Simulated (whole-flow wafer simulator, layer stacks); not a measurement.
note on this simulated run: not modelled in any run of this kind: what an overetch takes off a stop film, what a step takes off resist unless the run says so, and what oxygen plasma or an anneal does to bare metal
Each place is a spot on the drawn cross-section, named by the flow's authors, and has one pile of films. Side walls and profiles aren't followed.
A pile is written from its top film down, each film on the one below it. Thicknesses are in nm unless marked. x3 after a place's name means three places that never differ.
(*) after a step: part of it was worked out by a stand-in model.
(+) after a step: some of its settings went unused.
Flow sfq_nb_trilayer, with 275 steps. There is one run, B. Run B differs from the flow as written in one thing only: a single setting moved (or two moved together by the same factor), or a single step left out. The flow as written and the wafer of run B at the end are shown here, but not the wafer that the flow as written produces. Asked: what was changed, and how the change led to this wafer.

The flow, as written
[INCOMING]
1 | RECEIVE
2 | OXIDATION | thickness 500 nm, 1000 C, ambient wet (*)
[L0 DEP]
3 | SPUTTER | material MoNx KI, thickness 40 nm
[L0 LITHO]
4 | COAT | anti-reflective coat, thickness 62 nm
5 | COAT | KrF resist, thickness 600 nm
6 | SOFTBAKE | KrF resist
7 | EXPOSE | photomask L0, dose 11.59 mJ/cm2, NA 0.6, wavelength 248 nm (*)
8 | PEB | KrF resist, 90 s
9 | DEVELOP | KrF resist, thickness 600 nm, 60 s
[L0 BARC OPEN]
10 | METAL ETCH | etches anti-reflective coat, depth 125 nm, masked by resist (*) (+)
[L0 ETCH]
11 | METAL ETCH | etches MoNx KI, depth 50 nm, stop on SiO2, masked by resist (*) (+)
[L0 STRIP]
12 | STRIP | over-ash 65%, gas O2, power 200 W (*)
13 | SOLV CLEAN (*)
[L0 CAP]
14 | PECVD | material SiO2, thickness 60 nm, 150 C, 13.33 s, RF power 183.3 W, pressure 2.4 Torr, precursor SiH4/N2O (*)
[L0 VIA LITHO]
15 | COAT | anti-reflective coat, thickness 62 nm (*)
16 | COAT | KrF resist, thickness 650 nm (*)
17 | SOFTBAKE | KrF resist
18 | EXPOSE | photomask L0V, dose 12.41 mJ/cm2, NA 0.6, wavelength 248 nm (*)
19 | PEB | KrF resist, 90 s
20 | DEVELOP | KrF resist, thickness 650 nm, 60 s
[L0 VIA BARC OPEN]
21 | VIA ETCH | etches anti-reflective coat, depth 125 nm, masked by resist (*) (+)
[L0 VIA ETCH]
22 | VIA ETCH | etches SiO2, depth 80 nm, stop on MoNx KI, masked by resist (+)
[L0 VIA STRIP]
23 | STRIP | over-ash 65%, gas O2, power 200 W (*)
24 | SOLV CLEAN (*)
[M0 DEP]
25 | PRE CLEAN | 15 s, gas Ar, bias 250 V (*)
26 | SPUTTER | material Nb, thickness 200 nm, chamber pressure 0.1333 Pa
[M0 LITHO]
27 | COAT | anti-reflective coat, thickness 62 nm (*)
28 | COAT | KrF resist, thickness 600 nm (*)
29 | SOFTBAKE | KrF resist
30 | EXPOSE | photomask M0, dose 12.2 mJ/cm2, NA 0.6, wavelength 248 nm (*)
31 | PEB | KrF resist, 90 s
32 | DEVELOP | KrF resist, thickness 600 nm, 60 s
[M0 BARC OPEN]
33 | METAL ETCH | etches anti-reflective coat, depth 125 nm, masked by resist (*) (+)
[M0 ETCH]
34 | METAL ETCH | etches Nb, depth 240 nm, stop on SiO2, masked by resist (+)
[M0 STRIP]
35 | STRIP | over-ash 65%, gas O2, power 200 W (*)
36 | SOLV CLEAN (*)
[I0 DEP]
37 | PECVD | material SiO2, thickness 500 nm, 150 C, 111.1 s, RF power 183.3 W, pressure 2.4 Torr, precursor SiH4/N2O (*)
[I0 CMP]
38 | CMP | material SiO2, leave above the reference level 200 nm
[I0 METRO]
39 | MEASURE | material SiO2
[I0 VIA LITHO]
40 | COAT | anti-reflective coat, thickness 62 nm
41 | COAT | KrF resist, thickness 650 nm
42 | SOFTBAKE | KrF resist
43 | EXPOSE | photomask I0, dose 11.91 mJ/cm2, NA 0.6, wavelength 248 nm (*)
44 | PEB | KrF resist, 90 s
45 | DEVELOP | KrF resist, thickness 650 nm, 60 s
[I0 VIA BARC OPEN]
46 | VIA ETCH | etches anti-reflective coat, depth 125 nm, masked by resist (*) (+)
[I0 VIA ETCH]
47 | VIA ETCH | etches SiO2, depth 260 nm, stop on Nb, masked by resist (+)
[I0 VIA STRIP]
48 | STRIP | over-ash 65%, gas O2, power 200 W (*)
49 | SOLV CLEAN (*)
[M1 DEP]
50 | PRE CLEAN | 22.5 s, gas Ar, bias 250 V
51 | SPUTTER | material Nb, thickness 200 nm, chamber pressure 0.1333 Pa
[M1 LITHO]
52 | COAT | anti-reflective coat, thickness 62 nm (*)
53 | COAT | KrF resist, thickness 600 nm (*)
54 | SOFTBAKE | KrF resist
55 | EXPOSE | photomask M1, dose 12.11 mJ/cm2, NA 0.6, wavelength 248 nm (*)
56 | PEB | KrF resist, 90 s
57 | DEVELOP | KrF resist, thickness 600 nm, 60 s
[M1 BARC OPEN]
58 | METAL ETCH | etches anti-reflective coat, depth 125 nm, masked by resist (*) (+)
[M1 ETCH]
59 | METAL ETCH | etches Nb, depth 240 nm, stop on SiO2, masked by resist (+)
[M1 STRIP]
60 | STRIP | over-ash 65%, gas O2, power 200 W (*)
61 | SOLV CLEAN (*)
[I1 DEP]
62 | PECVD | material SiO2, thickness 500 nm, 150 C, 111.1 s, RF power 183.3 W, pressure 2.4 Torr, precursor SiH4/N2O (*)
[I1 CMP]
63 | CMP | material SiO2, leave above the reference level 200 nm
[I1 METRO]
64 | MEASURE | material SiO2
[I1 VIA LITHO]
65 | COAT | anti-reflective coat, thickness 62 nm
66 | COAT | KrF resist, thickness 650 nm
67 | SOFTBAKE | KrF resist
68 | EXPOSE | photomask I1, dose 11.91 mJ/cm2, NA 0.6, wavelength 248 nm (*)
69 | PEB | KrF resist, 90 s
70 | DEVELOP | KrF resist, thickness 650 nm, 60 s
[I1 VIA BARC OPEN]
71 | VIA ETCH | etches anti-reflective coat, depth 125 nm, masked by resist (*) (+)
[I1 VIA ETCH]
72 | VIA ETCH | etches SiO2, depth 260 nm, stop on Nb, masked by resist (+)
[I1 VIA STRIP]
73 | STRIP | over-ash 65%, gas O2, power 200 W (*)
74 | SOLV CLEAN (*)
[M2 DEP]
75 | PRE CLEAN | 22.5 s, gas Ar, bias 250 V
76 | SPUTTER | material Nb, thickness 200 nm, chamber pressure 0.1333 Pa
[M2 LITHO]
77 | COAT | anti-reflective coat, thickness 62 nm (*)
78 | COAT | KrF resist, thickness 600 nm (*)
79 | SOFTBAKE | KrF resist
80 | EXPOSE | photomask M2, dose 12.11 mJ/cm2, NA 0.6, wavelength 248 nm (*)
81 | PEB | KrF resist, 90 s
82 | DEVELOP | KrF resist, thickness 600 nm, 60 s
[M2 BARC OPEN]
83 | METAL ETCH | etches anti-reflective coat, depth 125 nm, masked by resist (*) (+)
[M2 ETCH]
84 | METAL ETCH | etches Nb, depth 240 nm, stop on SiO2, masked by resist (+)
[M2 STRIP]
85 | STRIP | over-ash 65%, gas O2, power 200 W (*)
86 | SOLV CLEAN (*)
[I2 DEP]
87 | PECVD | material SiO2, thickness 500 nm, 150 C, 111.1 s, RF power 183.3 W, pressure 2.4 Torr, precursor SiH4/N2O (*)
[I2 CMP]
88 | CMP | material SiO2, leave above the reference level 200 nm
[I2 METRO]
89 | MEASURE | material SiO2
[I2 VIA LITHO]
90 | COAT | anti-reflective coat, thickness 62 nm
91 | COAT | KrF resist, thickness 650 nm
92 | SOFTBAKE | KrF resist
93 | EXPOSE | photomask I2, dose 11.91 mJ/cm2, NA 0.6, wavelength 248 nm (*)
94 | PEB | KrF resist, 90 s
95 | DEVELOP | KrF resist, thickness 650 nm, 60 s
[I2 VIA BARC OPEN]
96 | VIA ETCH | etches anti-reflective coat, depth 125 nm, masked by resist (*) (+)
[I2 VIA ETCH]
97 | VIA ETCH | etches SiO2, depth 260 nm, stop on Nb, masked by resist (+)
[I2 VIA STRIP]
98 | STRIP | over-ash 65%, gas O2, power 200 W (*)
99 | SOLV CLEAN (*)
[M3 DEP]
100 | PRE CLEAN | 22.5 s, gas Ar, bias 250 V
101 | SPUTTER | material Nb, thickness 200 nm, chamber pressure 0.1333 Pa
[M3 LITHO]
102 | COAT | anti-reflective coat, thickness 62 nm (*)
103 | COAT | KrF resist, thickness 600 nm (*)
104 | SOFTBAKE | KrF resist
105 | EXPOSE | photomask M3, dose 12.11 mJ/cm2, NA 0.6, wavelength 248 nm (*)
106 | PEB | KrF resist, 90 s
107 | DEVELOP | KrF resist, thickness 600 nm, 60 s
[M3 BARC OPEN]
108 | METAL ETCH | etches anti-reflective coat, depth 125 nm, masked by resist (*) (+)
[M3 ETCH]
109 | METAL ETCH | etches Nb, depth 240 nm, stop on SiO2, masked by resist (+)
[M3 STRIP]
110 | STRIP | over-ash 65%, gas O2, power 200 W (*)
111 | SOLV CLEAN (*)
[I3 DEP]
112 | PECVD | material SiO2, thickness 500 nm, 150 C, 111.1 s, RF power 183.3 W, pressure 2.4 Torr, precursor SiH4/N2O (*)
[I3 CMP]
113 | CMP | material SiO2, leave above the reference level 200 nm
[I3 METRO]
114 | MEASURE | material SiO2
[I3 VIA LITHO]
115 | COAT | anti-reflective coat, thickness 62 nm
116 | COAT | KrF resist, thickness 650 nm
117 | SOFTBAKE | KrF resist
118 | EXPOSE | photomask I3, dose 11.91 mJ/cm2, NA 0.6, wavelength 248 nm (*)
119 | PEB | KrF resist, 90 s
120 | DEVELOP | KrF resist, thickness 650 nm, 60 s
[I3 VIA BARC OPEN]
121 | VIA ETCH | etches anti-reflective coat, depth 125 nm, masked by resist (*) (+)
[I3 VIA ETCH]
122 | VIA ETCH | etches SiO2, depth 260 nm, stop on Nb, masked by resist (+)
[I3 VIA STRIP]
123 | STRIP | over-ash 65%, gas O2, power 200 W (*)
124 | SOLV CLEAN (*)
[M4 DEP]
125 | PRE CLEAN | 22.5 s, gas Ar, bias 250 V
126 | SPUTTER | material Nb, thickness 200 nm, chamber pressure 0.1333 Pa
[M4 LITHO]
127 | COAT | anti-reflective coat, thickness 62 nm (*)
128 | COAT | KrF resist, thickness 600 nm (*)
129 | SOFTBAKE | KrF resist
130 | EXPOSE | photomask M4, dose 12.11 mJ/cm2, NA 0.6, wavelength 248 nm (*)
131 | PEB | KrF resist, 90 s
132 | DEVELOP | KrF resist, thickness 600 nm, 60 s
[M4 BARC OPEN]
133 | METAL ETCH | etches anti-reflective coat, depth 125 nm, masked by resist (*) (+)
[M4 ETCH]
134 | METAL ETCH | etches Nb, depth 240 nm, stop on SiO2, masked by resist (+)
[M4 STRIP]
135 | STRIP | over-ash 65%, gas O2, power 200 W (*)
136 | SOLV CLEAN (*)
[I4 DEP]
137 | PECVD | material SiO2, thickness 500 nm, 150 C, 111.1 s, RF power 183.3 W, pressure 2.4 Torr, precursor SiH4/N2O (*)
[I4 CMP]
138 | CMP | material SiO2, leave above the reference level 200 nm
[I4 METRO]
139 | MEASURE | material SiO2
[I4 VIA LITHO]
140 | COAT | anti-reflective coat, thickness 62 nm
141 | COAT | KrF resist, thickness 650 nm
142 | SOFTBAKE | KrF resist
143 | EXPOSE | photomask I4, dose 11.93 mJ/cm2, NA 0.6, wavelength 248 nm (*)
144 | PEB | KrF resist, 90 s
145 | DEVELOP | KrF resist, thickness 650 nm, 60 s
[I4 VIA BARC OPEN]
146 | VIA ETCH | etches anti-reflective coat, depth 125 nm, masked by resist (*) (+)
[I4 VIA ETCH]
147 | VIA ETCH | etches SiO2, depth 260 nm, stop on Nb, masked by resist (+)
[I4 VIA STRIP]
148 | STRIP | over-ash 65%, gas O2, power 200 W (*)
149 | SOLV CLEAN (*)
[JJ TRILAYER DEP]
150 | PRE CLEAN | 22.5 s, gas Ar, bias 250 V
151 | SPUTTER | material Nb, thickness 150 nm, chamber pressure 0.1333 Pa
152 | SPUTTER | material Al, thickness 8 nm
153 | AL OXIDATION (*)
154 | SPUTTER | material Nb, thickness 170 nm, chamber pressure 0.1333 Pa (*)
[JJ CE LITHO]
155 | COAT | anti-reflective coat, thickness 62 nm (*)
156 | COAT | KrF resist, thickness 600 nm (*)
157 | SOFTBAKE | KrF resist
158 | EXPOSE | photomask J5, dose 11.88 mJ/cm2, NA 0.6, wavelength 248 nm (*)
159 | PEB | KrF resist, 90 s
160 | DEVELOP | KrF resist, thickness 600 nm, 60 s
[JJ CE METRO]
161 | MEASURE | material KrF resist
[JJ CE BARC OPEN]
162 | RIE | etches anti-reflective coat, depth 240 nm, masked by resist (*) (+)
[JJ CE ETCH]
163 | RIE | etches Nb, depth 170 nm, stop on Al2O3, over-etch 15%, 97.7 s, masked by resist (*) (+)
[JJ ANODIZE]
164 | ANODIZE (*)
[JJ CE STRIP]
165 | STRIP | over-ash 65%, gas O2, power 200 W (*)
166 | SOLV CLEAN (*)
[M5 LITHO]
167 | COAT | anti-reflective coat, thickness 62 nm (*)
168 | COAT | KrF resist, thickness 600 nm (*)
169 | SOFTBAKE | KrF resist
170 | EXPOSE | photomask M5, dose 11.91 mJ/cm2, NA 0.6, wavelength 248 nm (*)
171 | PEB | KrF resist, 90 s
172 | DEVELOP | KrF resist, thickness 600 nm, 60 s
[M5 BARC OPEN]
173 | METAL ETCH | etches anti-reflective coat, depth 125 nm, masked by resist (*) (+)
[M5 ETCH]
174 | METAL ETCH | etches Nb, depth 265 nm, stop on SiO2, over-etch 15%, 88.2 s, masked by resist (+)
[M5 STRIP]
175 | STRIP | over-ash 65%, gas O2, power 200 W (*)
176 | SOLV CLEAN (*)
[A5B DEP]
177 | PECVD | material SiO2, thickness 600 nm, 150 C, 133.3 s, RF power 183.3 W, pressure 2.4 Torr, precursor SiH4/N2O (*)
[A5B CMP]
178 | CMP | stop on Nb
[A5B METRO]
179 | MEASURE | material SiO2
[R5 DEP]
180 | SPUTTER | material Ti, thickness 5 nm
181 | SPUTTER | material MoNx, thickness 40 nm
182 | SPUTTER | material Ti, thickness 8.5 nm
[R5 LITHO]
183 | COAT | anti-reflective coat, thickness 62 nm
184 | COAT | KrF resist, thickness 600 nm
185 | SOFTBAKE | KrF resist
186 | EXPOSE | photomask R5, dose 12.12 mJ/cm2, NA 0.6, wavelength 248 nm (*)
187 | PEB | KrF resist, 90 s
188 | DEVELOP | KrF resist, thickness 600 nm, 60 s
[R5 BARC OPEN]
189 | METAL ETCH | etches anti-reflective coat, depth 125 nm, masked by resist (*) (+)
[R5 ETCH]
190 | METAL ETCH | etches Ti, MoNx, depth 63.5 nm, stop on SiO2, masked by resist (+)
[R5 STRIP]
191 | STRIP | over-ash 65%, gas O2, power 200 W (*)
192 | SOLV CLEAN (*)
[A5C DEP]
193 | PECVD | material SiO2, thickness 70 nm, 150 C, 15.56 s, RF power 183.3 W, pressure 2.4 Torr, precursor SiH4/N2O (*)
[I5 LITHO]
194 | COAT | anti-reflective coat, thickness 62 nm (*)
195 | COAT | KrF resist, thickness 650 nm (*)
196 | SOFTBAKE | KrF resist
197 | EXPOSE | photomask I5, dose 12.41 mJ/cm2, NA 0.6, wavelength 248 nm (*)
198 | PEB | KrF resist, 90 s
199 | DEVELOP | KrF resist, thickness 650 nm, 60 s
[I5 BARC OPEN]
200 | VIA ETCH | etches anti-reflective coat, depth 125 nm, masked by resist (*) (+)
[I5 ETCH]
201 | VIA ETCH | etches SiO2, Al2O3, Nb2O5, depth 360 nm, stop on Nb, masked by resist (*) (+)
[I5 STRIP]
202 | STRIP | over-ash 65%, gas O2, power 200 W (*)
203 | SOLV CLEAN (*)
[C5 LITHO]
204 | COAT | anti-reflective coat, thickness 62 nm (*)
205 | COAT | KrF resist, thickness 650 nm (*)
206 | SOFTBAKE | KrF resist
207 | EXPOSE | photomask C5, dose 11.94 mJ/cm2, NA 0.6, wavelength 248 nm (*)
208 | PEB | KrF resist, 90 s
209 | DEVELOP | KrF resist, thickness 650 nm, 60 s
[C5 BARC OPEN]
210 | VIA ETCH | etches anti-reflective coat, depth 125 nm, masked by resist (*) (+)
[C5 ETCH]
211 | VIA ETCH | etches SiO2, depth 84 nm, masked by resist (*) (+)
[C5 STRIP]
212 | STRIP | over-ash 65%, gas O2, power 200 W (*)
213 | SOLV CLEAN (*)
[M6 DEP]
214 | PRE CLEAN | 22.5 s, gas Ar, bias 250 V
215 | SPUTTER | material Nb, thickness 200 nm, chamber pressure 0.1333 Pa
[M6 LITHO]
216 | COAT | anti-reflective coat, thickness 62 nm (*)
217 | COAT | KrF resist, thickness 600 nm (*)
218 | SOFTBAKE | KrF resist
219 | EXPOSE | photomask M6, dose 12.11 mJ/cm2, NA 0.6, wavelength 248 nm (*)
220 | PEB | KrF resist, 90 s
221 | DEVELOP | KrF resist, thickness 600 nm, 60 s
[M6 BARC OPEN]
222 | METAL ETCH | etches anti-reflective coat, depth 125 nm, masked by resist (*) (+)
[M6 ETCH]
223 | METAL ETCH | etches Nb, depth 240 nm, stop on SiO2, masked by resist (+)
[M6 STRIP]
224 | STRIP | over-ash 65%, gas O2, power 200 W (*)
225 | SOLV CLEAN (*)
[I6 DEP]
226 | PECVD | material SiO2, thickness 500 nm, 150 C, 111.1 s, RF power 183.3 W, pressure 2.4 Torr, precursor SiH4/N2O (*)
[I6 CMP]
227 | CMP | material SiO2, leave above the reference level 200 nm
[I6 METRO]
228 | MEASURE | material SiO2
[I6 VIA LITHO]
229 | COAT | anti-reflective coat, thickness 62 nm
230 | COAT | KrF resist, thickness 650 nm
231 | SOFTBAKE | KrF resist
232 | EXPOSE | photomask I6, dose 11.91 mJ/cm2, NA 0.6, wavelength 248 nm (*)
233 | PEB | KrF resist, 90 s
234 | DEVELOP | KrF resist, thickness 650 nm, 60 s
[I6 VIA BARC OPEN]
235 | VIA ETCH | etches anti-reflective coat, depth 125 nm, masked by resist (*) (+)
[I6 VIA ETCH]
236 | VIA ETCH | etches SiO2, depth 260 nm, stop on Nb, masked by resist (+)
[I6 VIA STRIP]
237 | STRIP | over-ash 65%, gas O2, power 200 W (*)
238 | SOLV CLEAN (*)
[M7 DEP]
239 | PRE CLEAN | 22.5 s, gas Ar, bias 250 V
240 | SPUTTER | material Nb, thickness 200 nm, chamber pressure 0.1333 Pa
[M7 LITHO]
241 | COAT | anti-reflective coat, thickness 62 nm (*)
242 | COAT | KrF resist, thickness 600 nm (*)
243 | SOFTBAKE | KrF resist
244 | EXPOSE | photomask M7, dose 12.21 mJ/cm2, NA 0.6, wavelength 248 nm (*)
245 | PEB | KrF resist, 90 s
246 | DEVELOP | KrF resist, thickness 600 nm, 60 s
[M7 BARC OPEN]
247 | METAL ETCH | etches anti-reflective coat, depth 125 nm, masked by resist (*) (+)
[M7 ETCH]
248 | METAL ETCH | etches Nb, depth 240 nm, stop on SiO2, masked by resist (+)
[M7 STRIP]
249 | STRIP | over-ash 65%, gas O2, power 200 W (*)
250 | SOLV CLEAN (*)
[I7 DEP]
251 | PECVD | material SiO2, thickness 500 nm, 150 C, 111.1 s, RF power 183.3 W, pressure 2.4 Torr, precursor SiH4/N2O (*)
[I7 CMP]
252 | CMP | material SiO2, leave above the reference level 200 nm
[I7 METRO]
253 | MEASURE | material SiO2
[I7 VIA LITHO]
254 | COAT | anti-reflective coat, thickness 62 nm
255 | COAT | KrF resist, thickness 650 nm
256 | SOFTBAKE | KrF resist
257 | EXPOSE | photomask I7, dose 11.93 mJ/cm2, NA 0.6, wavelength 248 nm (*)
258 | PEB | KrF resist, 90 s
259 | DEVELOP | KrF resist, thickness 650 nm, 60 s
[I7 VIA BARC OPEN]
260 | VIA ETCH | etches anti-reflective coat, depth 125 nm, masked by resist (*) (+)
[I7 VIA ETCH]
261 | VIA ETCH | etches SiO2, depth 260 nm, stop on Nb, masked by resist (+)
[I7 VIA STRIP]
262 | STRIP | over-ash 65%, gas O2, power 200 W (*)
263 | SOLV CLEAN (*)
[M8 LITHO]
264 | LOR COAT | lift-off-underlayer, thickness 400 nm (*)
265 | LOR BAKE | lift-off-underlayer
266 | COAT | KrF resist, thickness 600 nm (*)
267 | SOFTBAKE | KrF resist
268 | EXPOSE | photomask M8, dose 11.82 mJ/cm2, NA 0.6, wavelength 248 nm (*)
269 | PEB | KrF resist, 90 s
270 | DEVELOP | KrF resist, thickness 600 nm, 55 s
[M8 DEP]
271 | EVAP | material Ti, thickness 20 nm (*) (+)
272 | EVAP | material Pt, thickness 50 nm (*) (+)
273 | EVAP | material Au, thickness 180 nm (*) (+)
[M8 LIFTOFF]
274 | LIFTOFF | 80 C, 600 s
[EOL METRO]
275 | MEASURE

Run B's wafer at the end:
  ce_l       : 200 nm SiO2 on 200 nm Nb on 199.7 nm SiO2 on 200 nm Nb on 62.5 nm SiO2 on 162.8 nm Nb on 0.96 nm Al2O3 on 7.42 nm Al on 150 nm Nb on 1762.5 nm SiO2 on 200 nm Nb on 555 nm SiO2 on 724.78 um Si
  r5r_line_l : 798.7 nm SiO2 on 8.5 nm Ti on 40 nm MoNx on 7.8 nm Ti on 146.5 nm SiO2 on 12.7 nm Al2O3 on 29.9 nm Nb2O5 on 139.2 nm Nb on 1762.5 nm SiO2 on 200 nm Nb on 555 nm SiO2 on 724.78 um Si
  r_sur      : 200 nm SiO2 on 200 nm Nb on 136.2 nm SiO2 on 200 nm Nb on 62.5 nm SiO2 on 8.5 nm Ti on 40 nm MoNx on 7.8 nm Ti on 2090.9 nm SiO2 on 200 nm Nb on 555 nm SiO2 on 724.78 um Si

What caused this: step 180, SPUTTER: thickness 7.8 nm was run, while the flow as written has thickness 5 nm.
The wafer lets one read it off: r5r_line_l has Ti 7.8, and step 180 as written asks for 5 nm.

The path from the change to this, step by step:
  180 | SPUTTER | material Ti, thickness 5 nm
      field_l, v_sur, via_wl and 103 more: +7.8 Ti (new film) (as written it would have been: +5 Ti (new film))
  190 | METAL ETCH | etches Ti, MoNx, depth 63.5 nm, stop on SiO2, masked by resist (+)
      field_l, v_sur, via_wl and 92 more: -8.5 Ti (all of it), -40 MoNx (all of it), -7.8 Ti (all of it) (as written it would have been: -8.5 Ti (all of it), -40 MoNx (all of it), -5 Ti (all of it))
      ce_l, c5j, ce_r, wl_jj: -8.5 Ti (all of it), -40 MoNx (all of it), -7.8 Ti (all of it), -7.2 Nb (as written it would have been: -8.5 Ti (all of it), -40 MoNx (all of it), -5 Ti (all of it), -10 Nb)
  216 | COAT | anti-reflective coat, thickness 62 nm (*)
      ce_r: +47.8 anti-reflective coat (new film) (as written it would have been: +48.8 anti-reflective coat (new film))
  224 | STRIP | over-ash 65%, gas O2, power 200 W (*)
      ce_r: -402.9 KrF resist (all of it), -47.8 anti-reflective coat (all of it) (as written it would have been: -403.5 KrF resist (all of it), -48.8 anti-reflective coat (all of it))
